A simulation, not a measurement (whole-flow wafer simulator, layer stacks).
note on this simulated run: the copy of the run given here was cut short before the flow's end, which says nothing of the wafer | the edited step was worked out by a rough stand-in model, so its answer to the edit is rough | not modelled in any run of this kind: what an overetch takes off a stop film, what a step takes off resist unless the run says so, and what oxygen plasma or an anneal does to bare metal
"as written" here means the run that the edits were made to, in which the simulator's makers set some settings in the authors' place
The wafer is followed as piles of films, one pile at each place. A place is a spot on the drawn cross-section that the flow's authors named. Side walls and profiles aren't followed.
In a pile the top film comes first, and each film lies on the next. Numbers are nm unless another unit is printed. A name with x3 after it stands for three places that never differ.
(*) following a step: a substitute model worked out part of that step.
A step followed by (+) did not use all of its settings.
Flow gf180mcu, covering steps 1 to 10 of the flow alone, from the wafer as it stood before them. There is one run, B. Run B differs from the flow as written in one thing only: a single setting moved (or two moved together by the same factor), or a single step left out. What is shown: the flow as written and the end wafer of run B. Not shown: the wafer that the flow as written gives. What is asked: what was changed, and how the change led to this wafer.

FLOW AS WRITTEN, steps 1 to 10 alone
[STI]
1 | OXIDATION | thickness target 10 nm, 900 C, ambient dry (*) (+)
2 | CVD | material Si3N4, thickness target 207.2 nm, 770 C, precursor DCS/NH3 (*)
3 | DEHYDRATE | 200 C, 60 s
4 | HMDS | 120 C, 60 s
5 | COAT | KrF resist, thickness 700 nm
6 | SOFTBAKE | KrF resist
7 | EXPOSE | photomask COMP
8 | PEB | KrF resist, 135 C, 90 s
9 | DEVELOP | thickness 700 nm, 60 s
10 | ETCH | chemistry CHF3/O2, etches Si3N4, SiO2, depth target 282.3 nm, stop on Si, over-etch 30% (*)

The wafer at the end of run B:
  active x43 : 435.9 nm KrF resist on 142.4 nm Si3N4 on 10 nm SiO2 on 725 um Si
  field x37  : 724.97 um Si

The reason: step 2, CVD: 747 C was run, though the flow has 770 C.

The path from the change to this, step by step:
  2 | CVD | material Si3N4, thickness target 207.2 nm, 770 C, precursor DCS/NH3 (*)
      field x37, active x43: Si3N4 gains 142.4 (new film) (as written it would have been: Si3N4 gains 207.2 (new film))
  10 | ETCH | chemistry CHF3/O2, etches Si3N4, SiO2, depth target 282.3 nm, stop on Si, over-etch 30% (*)
      field x37: Si3N4 loses 142.4 (all of it), SiO2 loses 10 (all of it), Si loses 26 (as written it would have been: Si3N4 loses 207.2 (all of it), SiO2 loses 10 (all of it), Si loses 13)
